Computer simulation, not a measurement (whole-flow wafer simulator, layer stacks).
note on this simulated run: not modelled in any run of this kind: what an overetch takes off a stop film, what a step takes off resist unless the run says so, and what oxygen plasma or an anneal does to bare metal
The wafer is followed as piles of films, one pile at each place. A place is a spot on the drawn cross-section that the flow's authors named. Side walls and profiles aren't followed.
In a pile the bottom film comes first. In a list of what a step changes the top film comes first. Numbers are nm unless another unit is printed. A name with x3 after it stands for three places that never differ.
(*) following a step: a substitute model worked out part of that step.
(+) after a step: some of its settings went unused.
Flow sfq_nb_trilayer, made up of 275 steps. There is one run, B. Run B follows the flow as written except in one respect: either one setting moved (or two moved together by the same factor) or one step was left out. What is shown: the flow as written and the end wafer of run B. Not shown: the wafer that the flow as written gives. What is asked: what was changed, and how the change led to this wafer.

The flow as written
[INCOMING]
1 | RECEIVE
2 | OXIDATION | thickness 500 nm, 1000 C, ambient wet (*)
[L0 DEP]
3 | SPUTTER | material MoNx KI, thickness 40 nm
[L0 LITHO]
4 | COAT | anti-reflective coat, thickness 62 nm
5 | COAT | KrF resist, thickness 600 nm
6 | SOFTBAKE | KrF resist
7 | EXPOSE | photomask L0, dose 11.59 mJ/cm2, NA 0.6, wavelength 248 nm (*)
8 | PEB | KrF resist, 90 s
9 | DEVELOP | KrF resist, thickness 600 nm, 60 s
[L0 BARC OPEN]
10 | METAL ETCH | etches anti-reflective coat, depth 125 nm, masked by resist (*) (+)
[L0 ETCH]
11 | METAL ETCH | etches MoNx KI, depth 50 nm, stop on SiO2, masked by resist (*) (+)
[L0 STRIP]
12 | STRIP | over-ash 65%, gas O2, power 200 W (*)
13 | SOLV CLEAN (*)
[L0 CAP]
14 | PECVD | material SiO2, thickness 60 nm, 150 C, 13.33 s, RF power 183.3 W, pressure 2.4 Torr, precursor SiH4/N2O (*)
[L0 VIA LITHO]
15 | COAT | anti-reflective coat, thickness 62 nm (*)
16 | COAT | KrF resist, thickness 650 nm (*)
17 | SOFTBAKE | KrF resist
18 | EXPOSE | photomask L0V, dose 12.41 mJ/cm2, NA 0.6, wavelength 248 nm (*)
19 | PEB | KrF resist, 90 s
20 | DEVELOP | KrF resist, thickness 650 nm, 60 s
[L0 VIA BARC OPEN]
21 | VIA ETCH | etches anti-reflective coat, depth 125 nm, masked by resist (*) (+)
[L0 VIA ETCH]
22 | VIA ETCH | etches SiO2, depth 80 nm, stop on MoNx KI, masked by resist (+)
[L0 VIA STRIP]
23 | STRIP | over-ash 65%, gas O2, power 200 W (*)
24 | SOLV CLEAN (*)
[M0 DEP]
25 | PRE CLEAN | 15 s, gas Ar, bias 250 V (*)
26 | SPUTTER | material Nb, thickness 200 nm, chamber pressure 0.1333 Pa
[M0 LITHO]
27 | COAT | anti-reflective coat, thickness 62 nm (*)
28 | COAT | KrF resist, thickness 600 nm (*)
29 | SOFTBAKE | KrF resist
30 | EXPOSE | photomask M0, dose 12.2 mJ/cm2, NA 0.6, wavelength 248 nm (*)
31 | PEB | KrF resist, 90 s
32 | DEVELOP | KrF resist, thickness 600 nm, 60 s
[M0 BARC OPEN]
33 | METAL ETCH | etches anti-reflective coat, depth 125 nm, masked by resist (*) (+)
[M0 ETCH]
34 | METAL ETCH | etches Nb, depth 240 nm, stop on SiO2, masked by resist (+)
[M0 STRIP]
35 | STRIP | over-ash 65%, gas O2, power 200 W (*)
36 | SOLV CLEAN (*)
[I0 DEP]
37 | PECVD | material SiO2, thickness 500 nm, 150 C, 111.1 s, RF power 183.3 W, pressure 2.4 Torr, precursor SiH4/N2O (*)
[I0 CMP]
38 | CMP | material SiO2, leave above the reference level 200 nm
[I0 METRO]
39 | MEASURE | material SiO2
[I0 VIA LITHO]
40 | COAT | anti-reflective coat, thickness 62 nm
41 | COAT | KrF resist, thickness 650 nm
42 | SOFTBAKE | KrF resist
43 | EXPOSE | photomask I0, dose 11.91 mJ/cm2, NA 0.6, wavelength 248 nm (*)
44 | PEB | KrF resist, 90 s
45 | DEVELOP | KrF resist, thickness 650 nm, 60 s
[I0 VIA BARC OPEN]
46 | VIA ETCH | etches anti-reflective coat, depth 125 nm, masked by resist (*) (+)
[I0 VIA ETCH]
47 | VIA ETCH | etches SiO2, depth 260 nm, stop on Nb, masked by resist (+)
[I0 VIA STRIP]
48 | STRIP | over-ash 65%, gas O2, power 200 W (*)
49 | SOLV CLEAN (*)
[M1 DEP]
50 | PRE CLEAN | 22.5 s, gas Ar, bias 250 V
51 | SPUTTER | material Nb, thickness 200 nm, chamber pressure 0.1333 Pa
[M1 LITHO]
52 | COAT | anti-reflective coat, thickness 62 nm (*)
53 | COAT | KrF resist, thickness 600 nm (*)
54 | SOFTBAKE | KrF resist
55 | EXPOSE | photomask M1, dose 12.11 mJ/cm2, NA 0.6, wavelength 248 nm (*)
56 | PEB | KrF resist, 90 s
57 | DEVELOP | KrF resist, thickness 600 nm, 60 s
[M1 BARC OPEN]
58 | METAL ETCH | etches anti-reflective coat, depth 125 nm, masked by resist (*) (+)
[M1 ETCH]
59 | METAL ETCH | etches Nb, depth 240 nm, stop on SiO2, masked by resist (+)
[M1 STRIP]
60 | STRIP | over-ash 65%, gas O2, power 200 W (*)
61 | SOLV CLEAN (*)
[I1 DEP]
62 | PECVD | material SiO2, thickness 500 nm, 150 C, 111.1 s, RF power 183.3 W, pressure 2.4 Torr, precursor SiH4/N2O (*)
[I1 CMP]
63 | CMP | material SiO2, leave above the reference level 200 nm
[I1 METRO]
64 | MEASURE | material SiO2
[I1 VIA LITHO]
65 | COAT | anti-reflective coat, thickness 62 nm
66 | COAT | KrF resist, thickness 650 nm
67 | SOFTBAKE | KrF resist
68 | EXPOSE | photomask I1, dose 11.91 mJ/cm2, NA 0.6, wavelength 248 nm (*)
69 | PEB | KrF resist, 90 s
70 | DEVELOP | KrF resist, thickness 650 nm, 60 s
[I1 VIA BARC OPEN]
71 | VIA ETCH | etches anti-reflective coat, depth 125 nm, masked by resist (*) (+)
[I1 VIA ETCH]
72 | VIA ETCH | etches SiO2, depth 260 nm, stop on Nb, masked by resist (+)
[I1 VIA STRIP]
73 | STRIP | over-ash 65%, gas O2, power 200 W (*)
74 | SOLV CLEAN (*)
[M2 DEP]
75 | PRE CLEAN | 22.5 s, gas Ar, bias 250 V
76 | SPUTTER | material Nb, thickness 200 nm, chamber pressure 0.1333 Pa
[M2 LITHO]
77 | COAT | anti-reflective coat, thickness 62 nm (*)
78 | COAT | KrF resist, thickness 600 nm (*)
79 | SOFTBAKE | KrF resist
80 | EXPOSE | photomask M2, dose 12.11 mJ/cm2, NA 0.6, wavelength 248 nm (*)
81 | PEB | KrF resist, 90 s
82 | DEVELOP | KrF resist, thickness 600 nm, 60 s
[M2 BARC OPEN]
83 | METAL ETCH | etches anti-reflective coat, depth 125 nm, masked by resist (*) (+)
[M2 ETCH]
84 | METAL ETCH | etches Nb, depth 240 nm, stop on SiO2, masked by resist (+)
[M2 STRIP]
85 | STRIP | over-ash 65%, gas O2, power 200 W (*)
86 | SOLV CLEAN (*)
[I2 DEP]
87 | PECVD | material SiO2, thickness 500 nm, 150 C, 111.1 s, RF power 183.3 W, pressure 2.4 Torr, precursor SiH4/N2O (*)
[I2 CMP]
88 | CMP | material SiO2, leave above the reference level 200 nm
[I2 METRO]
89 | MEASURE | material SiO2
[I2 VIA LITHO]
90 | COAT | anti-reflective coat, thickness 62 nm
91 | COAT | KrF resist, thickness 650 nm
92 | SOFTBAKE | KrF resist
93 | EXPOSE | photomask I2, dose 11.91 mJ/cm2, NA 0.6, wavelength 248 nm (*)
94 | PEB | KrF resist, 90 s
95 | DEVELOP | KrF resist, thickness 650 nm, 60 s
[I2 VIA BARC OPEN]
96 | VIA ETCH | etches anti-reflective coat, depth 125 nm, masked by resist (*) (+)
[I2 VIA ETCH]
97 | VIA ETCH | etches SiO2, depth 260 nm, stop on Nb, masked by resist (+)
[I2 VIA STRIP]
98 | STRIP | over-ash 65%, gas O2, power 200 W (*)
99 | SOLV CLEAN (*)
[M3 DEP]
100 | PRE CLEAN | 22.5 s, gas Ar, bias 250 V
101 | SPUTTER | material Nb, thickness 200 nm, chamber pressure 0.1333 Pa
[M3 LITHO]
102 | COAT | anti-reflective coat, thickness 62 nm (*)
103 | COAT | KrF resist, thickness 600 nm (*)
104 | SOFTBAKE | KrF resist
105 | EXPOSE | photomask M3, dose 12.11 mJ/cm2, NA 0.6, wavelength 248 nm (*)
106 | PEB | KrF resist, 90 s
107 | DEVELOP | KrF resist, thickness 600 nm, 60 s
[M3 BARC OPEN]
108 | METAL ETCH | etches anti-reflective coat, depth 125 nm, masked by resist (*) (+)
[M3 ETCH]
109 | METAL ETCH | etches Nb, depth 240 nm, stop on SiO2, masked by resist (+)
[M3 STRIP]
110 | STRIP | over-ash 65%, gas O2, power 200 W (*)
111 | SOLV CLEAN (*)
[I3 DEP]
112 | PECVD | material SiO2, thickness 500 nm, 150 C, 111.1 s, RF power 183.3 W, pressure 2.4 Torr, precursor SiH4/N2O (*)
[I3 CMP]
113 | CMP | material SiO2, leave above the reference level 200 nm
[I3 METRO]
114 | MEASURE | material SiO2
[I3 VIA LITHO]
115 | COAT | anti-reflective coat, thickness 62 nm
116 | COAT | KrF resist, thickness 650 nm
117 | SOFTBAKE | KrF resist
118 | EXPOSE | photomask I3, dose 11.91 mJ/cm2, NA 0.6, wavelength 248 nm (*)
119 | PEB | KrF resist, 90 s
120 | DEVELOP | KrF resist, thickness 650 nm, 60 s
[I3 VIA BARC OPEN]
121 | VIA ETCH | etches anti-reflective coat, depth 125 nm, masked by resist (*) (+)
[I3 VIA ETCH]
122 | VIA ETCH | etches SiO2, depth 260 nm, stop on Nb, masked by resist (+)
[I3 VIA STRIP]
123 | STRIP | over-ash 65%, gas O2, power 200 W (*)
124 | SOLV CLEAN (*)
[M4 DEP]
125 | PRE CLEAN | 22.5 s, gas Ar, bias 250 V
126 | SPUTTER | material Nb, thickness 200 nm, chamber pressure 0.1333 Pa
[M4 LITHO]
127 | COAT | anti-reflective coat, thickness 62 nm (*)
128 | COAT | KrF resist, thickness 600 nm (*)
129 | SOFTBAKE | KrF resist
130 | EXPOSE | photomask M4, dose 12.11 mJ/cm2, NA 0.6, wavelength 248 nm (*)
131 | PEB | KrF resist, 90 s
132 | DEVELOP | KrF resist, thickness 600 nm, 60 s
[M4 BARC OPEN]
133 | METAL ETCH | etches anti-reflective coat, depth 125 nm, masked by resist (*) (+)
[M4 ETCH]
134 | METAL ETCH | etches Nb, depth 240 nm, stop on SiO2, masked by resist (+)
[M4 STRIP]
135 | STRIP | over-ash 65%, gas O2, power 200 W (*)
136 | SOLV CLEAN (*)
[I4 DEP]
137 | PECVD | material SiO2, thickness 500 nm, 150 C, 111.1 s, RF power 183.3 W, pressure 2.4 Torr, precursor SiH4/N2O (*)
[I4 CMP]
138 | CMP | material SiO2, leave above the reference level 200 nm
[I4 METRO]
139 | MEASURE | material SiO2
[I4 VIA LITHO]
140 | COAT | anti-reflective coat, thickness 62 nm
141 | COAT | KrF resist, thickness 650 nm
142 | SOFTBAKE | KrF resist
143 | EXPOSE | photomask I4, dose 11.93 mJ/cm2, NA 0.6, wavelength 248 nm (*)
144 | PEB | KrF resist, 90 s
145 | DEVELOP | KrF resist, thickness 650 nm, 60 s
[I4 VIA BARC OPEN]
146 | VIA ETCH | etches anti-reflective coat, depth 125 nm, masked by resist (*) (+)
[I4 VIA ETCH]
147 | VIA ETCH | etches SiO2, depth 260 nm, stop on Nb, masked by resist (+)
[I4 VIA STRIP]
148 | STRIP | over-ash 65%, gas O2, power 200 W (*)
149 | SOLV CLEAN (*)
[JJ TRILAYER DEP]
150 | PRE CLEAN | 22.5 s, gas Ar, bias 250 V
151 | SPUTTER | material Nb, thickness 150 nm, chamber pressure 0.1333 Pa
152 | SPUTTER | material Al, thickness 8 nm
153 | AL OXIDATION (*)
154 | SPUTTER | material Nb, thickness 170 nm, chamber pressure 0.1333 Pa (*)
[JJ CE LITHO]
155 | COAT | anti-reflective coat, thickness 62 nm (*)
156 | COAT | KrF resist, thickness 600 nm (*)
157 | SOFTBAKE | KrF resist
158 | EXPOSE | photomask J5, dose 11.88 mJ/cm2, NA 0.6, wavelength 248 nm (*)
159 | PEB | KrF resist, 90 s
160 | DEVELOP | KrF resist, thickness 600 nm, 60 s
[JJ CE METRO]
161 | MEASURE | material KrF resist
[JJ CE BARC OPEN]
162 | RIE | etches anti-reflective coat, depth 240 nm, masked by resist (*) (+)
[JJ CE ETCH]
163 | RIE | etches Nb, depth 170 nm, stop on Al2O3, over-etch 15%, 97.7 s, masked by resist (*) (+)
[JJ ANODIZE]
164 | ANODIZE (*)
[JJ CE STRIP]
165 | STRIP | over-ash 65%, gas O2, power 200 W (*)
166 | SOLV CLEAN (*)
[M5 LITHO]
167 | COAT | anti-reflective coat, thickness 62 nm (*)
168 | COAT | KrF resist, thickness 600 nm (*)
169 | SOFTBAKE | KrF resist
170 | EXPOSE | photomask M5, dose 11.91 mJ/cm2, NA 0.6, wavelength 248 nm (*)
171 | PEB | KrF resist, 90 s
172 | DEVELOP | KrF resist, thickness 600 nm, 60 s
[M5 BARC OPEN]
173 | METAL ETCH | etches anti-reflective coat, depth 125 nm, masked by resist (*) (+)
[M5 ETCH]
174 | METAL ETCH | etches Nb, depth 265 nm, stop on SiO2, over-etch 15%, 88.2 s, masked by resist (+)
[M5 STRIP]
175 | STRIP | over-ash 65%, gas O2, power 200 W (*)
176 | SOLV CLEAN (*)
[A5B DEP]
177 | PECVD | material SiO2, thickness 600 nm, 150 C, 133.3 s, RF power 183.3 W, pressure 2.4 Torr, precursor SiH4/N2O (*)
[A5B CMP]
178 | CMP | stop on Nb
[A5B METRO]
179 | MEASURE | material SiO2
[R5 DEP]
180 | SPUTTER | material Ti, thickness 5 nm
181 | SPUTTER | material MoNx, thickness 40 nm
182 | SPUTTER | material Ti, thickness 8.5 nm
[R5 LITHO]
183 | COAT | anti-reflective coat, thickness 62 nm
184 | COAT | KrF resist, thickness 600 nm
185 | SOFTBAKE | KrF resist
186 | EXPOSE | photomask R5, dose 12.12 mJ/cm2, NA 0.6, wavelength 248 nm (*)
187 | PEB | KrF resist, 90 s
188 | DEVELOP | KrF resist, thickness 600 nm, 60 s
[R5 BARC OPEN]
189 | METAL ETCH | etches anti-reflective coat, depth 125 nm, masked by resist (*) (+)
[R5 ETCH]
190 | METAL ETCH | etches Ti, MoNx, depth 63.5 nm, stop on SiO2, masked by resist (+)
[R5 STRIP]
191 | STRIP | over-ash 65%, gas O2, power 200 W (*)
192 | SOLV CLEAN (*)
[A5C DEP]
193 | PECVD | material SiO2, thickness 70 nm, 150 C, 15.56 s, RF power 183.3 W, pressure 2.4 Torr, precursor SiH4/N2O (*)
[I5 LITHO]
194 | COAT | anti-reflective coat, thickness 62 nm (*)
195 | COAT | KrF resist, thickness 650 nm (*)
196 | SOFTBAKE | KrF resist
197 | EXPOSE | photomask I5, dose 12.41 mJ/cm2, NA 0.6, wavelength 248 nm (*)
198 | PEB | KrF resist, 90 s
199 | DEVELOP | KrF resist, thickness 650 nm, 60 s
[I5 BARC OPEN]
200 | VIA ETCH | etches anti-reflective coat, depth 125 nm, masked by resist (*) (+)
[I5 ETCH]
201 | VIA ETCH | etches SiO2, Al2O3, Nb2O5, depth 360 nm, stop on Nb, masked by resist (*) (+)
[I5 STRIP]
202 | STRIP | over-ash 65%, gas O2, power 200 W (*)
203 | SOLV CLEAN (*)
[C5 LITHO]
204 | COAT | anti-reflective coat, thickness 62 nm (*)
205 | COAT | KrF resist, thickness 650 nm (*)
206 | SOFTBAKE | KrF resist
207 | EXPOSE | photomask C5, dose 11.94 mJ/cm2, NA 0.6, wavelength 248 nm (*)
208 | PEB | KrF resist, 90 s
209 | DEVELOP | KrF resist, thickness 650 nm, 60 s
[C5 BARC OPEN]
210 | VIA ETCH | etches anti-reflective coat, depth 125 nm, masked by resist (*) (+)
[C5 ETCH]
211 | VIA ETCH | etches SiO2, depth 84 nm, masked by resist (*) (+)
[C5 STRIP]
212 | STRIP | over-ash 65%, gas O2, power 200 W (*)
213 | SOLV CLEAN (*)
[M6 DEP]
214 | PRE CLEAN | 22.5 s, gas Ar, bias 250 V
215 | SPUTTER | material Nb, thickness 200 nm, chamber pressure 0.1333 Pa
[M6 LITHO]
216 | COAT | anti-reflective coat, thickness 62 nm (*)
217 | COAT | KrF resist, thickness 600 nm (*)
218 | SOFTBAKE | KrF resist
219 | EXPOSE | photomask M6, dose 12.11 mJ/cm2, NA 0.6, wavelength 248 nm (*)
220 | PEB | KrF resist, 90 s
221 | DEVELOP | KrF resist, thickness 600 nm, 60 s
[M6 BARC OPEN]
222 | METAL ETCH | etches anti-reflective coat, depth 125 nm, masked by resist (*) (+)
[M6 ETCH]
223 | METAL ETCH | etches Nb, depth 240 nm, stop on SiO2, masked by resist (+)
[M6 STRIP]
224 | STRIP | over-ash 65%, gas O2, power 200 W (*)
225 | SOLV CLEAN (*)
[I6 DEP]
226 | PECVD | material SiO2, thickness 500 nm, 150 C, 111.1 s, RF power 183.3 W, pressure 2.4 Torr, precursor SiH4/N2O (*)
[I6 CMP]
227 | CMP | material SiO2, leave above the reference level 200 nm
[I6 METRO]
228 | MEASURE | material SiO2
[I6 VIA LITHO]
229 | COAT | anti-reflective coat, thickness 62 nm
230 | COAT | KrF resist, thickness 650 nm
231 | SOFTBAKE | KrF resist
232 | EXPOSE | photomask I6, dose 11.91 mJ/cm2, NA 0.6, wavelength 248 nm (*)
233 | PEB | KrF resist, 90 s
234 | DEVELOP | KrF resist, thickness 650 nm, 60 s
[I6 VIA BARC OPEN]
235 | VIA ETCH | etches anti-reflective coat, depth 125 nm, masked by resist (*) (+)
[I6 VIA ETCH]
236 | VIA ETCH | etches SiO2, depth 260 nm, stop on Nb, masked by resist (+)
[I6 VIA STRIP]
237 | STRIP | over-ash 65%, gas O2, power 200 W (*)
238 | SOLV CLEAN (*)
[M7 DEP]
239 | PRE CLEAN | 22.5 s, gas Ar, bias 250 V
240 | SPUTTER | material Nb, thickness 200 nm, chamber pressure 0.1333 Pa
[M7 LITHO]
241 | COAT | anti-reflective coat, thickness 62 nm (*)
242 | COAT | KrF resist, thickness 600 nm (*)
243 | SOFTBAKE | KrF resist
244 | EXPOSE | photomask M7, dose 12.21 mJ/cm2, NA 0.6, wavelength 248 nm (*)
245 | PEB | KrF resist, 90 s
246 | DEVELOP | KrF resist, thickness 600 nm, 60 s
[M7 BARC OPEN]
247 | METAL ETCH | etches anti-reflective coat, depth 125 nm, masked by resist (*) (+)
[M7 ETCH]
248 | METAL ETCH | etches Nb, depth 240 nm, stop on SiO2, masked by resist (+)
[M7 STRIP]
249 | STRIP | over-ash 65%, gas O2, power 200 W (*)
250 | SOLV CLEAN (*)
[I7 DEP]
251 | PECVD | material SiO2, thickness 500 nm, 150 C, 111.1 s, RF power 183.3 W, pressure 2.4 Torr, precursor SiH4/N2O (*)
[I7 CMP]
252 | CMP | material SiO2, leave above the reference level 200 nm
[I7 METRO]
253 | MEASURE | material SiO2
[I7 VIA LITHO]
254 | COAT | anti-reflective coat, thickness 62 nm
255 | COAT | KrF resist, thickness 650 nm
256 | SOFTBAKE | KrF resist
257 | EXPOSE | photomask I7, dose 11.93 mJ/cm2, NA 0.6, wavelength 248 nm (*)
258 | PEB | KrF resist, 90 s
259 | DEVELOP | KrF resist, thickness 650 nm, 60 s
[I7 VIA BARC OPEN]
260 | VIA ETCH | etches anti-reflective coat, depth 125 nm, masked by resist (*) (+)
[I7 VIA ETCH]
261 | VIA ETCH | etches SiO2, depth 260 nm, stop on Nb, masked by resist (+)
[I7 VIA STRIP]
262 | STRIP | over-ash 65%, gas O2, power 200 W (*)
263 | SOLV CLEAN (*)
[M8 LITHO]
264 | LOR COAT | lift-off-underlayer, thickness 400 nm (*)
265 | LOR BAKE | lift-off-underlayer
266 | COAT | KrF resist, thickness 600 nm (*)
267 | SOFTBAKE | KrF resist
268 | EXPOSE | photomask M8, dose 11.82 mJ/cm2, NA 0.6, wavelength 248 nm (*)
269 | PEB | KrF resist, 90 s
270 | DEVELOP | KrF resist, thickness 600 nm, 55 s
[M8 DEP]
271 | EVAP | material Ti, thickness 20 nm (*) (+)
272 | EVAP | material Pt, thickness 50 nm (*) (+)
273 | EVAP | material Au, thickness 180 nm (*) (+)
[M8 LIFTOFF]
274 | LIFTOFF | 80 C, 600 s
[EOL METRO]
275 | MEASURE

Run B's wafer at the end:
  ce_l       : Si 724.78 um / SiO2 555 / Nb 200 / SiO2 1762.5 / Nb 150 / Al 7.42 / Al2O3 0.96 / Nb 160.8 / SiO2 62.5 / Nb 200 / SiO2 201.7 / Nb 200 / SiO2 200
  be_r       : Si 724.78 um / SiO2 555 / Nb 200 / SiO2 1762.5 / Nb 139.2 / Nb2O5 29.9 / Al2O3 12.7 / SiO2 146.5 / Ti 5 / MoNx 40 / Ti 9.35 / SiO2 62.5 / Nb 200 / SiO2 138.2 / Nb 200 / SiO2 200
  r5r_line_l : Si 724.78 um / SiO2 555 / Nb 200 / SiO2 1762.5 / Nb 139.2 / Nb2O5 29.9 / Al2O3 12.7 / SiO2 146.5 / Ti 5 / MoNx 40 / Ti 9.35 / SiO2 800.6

The reason: step 182, SPUTTER: thickness 9.35 nm was run, though the flow has thickness 8.5 nm.
The wafer lets one read it off: be_r has Ti 9.35, and step 182 as written asks for 8.5 nm.

Step by step, how the change led to this:
  182 | SPUTTER | material Ti, thickness 8.5 nm
      field_l, v_sur, via_wl and 103 more: Ti gains 9.35 (new film) (it would be, as written: Ti gains 8.5 (new film))
  190 | METAL ETCH | etches Ti, MoNx, depth 63.5 nm, stop on SiO2, masked by resist (+)
      field_l, v_sur, via_wl and 92 more: Ti loses 9.35 (all of it), MoNx loses 40 (all of it), Ti loses 5 (all of it) (it would be, as written: Ti loses 8.5 (all of it), MoNx loses 40 (all of it), Ti loses 5 (all of it))
      ce_l, c5j, ce_r, wl_jj: Ti loses 9.35 (all of it), MoNx loses 40 (all of it), Ti loses 5 (all of it), Nb loses 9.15 (it would be, as written: Ti loses 8.5 (all of it), MoNx loses 40 (all of it), Ti loses 5 (all of it), Nb loses 10)
